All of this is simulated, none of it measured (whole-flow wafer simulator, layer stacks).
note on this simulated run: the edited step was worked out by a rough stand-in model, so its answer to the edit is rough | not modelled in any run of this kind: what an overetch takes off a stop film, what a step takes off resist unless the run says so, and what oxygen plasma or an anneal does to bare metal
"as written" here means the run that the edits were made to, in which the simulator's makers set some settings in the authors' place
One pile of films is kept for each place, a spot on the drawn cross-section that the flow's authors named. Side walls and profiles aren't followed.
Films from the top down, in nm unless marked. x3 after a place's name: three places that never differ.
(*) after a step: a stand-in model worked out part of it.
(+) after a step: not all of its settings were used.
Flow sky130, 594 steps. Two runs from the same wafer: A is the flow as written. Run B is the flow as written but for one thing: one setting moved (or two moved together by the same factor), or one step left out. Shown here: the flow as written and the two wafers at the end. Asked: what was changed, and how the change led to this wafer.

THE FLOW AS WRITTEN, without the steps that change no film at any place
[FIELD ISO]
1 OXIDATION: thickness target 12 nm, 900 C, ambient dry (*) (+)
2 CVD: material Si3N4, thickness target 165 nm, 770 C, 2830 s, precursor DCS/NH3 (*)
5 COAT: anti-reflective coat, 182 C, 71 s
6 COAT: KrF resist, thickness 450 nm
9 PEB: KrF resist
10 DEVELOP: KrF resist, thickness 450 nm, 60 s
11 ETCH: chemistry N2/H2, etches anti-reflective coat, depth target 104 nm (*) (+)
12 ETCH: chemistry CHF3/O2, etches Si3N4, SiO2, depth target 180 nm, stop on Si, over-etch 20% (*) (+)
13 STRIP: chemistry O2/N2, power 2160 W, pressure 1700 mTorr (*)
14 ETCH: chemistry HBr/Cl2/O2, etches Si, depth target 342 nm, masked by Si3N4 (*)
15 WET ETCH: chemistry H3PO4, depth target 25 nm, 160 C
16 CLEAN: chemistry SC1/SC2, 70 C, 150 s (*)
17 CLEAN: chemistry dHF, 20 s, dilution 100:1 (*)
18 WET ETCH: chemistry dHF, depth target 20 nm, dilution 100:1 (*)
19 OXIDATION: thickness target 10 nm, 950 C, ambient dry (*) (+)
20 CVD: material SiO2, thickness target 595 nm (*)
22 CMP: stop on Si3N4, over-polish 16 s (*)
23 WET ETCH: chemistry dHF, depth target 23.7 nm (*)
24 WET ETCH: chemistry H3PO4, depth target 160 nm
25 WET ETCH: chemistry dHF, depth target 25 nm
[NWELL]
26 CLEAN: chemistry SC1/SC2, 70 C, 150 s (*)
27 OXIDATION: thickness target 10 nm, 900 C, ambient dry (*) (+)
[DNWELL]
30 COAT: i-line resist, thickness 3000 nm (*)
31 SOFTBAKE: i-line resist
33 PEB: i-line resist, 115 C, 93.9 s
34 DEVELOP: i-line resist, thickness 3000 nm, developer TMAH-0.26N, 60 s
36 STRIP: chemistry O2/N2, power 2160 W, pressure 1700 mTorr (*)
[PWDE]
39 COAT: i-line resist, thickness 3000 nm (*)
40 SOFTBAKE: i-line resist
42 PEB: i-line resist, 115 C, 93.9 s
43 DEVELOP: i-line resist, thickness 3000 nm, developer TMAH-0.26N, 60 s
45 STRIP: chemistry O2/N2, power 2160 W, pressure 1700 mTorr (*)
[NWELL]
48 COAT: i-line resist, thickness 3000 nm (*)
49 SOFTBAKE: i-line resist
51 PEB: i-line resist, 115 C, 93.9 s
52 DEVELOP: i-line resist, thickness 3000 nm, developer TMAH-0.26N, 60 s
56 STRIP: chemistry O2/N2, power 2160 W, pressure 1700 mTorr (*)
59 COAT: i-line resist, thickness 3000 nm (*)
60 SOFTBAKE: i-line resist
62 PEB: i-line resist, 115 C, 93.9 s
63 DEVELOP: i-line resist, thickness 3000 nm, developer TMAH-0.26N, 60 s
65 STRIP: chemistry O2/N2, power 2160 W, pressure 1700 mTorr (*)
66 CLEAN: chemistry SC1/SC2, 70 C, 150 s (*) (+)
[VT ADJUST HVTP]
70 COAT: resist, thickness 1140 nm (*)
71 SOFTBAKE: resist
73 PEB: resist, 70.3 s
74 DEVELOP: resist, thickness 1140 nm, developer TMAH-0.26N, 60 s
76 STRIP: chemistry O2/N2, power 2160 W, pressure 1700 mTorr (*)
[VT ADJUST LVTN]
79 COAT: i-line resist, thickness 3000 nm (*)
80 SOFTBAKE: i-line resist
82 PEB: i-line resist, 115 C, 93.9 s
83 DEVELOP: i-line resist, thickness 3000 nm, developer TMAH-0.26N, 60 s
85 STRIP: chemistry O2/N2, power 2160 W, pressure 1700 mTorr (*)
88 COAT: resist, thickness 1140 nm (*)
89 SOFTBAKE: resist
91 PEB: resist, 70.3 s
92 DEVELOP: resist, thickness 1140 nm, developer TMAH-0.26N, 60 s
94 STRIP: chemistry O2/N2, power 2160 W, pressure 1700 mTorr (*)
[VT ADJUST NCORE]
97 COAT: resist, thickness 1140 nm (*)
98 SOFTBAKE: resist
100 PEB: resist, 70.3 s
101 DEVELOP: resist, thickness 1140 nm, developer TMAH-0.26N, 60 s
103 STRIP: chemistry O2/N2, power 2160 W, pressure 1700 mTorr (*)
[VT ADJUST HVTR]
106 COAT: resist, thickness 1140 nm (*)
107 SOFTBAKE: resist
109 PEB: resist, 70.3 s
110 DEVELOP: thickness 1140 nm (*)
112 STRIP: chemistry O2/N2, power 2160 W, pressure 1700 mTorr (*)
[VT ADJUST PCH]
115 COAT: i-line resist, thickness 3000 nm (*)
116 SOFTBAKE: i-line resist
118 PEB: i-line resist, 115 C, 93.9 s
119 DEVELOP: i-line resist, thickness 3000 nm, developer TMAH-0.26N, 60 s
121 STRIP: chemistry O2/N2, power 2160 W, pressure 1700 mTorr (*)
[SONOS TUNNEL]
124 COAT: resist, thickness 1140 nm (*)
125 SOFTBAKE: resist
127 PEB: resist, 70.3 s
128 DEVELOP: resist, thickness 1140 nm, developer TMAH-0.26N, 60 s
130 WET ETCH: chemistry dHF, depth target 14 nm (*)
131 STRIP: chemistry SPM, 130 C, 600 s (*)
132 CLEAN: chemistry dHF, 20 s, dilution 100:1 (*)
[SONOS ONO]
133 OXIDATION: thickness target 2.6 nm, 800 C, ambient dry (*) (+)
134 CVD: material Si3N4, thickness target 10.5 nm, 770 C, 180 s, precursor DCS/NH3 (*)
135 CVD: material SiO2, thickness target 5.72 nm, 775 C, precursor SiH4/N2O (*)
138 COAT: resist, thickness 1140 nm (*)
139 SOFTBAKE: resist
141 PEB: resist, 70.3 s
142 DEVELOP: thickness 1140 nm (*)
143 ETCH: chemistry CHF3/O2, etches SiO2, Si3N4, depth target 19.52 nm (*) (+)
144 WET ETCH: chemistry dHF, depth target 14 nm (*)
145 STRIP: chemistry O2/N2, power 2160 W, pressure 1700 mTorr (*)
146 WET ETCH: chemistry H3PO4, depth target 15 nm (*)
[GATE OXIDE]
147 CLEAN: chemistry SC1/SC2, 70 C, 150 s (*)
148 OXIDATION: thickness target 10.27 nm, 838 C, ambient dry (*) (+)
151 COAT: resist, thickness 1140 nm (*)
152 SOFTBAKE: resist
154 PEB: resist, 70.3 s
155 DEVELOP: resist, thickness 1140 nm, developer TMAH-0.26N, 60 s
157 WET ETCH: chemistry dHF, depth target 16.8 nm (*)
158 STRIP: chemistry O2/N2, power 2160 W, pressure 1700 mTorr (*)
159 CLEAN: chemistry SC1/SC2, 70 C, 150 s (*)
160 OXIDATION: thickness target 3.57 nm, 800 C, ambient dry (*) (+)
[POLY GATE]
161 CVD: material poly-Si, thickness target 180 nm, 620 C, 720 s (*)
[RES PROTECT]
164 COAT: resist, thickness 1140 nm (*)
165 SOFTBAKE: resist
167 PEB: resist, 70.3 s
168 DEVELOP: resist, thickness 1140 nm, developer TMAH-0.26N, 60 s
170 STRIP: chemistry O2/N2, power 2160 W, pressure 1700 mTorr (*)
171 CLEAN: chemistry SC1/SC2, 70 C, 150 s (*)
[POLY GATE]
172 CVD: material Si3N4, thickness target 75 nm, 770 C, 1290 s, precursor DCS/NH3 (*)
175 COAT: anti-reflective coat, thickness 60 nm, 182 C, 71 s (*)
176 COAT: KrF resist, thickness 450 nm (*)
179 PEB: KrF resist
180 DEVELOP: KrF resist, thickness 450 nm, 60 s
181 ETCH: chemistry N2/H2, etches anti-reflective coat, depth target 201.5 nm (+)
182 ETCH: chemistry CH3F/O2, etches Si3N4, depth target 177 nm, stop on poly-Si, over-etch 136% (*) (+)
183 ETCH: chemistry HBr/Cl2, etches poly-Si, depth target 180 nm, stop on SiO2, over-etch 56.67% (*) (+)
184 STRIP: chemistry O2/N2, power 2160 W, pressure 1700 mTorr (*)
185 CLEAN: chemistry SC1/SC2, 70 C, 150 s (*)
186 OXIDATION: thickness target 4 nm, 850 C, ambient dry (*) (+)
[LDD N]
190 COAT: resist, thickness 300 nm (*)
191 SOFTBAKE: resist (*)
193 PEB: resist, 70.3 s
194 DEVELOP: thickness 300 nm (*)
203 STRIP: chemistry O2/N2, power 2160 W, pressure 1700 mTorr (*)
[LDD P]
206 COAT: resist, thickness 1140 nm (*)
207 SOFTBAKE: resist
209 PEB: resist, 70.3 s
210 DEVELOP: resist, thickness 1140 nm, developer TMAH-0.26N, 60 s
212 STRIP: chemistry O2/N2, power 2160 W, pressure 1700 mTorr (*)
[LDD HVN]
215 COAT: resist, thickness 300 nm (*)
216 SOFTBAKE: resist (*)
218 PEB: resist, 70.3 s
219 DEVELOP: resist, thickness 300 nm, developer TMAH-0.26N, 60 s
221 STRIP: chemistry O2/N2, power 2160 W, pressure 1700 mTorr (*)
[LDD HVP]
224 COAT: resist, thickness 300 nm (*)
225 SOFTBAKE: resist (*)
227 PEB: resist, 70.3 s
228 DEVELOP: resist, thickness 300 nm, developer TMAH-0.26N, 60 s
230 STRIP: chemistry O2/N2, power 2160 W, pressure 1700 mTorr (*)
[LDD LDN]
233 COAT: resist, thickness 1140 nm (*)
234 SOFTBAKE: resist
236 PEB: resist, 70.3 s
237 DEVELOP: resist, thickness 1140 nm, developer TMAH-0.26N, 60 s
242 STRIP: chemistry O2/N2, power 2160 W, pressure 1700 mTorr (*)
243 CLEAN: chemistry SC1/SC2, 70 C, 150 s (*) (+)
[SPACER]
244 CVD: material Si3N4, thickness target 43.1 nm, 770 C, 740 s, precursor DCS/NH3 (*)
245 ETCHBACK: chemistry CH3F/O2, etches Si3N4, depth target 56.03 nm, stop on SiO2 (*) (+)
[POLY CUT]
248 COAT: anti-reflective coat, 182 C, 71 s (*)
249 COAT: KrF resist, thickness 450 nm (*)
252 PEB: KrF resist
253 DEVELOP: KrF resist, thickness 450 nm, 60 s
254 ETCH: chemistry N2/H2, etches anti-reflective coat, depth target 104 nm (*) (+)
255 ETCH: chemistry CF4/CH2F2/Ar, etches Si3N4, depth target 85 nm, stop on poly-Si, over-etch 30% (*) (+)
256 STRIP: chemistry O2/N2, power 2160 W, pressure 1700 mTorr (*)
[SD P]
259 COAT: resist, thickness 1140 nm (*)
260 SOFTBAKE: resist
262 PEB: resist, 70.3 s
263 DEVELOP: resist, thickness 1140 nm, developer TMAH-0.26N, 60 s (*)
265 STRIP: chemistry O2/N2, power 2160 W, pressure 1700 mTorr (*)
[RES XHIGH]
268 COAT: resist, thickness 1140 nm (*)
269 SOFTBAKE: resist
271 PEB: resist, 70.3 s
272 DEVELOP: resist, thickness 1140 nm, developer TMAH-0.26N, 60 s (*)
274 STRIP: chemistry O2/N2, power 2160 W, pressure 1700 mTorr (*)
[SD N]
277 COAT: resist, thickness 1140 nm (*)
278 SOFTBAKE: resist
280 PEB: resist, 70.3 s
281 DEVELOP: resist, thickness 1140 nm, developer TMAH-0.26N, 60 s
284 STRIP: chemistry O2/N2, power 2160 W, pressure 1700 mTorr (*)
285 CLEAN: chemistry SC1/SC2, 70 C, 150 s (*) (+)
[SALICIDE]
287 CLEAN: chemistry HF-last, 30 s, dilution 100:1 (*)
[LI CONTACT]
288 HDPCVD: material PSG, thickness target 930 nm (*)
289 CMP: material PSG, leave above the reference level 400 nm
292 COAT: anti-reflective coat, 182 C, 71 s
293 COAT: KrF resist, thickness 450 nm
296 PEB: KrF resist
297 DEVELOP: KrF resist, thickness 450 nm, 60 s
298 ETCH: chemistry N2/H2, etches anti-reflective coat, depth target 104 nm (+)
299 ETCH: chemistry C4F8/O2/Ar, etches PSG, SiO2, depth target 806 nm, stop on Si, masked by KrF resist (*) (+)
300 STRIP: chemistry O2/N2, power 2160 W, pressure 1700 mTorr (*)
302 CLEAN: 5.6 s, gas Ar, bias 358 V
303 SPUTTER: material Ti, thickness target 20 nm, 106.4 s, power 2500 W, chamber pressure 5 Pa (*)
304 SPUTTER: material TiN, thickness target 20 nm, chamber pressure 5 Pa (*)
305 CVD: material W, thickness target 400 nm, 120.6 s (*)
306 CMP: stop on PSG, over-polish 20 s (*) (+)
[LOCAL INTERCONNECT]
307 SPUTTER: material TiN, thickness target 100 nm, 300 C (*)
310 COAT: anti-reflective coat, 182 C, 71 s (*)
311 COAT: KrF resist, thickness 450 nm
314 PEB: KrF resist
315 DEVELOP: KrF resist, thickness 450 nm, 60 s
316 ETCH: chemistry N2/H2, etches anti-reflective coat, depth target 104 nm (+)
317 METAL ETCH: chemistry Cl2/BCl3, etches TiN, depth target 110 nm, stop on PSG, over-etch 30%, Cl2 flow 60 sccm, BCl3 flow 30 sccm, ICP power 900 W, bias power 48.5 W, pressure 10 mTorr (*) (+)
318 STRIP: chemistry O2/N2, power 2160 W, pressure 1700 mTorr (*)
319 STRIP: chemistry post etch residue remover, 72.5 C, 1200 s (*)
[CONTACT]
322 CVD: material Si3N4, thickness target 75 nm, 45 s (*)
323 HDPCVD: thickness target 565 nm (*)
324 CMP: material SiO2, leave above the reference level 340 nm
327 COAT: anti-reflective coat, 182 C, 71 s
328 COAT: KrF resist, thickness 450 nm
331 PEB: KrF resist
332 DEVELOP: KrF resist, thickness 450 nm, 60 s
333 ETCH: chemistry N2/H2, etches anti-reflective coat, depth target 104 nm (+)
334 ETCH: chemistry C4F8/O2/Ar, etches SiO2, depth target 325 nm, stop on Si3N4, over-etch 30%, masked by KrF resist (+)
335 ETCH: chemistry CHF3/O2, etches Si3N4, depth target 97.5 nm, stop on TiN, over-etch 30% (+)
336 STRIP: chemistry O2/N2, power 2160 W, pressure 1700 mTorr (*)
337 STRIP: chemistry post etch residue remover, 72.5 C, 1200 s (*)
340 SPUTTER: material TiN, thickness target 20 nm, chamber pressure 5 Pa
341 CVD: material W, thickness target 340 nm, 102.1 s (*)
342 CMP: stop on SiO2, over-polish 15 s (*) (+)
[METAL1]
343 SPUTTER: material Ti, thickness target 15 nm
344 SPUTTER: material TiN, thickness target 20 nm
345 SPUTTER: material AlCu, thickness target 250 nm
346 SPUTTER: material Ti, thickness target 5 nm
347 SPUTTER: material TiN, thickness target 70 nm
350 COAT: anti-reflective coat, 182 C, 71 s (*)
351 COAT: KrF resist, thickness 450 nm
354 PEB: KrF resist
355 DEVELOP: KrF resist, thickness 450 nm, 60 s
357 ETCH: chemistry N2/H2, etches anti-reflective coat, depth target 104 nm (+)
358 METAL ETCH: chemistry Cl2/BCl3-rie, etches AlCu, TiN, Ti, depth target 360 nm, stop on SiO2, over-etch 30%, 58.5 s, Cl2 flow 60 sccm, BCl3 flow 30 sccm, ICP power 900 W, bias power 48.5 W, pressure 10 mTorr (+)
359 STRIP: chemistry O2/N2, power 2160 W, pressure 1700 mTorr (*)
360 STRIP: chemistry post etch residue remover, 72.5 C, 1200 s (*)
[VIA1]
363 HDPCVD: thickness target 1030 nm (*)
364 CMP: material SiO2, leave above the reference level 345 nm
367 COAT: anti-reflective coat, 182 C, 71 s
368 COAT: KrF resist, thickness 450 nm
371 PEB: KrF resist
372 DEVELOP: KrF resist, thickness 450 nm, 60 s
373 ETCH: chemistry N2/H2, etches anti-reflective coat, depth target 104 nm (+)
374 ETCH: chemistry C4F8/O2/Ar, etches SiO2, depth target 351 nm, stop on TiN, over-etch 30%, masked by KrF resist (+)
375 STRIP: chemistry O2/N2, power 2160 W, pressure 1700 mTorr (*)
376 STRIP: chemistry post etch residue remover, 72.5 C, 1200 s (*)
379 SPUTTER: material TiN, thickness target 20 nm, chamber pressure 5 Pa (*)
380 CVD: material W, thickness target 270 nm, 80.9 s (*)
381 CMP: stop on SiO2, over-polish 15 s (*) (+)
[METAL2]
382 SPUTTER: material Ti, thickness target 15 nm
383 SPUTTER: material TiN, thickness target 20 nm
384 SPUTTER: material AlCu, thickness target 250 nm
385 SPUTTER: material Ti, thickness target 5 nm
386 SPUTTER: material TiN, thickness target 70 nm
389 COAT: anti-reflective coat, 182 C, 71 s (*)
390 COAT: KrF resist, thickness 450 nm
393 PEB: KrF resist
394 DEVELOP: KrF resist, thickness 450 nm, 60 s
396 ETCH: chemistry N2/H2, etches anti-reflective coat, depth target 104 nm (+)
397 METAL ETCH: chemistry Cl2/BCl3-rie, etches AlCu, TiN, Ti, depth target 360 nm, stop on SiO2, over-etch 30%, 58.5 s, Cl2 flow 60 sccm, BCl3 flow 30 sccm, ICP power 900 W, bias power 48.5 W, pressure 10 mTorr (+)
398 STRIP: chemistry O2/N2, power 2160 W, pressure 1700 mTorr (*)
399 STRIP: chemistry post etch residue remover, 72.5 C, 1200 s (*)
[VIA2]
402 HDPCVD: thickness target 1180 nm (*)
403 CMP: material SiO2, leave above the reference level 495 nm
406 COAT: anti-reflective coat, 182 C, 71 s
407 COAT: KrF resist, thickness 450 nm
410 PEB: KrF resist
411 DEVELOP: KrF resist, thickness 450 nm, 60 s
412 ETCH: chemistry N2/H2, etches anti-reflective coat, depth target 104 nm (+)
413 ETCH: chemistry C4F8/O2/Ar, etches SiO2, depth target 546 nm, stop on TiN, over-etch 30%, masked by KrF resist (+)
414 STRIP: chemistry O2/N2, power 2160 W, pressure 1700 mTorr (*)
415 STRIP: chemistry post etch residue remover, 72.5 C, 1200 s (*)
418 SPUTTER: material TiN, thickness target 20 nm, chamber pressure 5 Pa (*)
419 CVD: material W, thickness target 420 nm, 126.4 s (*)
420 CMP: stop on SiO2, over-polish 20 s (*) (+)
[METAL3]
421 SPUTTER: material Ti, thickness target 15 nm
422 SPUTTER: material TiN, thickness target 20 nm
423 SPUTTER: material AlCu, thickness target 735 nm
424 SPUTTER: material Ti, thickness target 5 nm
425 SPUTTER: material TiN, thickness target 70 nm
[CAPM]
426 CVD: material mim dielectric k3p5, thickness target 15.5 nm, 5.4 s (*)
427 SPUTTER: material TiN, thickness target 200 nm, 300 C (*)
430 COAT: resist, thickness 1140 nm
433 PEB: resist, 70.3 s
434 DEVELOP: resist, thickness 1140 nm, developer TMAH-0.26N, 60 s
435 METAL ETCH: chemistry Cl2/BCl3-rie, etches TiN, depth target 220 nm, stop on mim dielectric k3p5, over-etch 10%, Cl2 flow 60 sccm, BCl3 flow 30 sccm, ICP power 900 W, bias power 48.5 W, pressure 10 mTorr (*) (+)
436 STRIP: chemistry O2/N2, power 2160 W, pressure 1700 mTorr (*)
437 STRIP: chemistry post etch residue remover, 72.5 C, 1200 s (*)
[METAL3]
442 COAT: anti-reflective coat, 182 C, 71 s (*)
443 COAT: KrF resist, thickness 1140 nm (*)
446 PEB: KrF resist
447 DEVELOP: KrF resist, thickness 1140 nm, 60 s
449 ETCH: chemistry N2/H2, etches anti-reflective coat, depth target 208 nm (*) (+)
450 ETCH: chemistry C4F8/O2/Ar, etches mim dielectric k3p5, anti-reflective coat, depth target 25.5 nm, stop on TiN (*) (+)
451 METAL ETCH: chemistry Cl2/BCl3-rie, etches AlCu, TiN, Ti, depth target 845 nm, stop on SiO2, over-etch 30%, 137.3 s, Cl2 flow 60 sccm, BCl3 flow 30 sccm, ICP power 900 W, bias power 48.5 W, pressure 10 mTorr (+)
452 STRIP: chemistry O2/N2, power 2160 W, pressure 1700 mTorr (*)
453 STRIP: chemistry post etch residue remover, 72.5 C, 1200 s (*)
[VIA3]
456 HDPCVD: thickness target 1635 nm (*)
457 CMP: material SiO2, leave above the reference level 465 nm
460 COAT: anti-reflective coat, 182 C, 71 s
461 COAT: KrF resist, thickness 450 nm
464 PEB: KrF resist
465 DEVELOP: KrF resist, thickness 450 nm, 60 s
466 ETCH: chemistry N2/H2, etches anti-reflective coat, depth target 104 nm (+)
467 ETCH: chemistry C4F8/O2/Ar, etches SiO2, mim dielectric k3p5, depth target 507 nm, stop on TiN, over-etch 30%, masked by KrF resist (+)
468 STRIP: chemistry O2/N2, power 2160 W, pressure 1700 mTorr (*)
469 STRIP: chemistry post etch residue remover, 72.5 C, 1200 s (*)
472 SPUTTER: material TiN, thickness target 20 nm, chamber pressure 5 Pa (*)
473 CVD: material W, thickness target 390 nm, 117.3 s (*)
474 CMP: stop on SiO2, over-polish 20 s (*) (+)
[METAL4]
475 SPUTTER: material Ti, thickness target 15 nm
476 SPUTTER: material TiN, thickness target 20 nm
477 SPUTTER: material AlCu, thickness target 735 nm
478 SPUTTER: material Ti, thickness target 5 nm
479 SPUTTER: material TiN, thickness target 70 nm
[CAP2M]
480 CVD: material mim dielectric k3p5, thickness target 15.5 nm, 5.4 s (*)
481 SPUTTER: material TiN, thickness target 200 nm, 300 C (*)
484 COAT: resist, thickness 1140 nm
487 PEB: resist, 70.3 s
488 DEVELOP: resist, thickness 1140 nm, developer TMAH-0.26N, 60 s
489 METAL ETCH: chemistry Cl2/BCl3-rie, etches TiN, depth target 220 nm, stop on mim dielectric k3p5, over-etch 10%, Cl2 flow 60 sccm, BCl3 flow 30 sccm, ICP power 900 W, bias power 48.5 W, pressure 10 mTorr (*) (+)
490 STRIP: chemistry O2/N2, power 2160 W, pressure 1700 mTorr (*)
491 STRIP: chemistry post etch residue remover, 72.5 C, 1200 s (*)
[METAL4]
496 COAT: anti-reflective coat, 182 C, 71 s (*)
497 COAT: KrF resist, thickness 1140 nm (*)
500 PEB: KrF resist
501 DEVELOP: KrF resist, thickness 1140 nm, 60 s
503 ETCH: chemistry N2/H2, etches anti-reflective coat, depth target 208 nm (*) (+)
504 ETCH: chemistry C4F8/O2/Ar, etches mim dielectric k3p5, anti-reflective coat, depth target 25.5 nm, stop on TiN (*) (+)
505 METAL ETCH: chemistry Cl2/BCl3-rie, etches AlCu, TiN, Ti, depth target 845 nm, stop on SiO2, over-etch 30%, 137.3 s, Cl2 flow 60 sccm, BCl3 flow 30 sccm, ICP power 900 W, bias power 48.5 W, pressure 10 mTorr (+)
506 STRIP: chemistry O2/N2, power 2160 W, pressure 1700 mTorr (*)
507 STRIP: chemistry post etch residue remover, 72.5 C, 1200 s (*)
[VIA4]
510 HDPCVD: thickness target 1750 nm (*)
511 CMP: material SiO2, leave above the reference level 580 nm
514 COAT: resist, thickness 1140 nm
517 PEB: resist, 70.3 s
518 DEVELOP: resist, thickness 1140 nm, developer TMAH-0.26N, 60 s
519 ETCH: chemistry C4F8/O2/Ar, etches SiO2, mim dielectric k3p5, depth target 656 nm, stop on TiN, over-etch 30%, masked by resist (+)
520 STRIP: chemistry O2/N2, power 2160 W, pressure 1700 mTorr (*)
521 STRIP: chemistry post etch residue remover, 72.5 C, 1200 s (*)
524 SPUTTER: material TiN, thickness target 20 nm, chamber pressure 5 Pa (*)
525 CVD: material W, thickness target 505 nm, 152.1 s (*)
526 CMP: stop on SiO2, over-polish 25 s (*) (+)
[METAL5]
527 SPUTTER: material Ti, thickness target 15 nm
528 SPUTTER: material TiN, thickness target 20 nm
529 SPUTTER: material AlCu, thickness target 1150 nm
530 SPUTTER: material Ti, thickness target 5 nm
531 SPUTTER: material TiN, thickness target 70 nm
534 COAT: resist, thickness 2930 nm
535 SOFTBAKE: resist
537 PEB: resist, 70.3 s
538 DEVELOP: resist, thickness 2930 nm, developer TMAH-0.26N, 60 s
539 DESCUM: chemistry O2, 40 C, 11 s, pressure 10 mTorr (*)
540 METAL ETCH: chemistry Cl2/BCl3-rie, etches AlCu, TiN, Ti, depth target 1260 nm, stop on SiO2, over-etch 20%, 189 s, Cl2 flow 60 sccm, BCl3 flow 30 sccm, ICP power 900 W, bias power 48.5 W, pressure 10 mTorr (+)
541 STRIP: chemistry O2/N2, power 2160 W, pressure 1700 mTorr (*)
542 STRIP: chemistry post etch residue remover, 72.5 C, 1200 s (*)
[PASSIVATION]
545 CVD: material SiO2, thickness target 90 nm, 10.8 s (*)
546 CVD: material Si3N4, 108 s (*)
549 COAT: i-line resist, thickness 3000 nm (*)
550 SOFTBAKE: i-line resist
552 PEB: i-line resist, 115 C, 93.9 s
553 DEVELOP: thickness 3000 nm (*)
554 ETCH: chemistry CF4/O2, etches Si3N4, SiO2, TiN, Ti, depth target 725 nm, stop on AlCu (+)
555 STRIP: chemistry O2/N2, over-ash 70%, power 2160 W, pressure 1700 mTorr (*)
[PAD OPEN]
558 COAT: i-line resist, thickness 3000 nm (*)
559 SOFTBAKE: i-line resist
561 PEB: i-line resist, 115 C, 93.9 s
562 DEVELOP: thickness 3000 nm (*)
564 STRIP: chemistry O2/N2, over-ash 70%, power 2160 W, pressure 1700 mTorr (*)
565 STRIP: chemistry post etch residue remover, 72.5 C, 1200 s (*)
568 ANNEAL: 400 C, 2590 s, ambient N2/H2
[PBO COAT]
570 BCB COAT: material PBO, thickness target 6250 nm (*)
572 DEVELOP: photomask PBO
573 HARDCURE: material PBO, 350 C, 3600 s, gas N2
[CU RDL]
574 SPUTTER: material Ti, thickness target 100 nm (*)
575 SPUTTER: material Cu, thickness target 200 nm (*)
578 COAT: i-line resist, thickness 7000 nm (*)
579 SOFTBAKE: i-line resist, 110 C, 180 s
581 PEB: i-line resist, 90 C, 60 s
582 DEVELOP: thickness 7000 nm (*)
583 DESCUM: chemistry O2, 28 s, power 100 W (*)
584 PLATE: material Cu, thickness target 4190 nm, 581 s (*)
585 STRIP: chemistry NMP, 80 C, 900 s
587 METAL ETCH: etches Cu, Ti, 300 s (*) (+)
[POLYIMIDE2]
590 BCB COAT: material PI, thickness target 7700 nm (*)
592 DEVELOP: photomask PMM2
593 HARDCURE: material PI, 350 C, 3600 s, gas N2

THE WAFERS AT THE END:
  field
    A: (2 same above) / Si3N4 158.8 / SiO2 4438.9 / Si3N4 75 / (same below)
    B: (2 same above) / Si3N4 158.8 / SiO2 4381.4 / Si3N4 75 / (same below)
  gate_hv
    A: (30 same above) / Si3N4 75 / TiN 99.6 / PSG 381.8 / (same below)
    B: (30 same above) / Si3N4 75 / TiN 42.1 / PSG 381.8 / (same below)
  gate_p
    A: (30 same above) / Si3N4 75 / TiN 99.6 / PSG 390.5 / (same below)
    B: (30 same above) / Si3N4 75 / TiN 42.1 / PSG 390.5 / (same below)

The cause: step 307, SPUTTER: thickness target 42.5 nm was run, where the flow has thickness target 100 nm.

How the change led to this, step by step:
  307 SPUTTER: material TiN, thickness target 100 nm, 300 C (*)
      field, active, n_well and 188 more: A TiN +100 (new film) | B TiN +42.5 (new film)
  317 METAL ETCH: chemistry Cl2/BCl3, etches TiN, depth target 110 nm, stop on PSG, over-etch 30%, Cl2 flow 60 sccm, BCl3 flow 30 sccm, ICP power 900 W, bias power 48.5 W, pressure 10 mTorr (*) (+)
      n_well, p_well, gate_hv and 97 more: A KrF resist -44 | B KrF resist -21.4
      field, active, gate and 88 more: A TiN -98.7 (all of it) | B TiN -41.2 (all of it)
  318 STRIP: chemistry O2/N2, power 2160 W, pressure 1700 mTorr (*)
      n_well, p_well, gate_hv and 93 more: A KrF resist -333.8 (all of it), anti-reflective coat -80 (all of it) | B KrF resist -356.4 (all of it), anti-reflective coat -80 (all of it)
      poly_licon, ndiff_licon, ndiff_licon_cpp, rpo_hd_licon: A KrF resist -333.9 (all of it), anti-reflective coat -80.5 (all of it) | B KrF resist -356.5 (all of it), anti-reflective coat -80.5 (all of it)
  324 CMP: material SiO2, leave above the reference level 340 nm
      field, active, gate and 88 more: A SiO2 -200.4 | B SiO2 -257.9
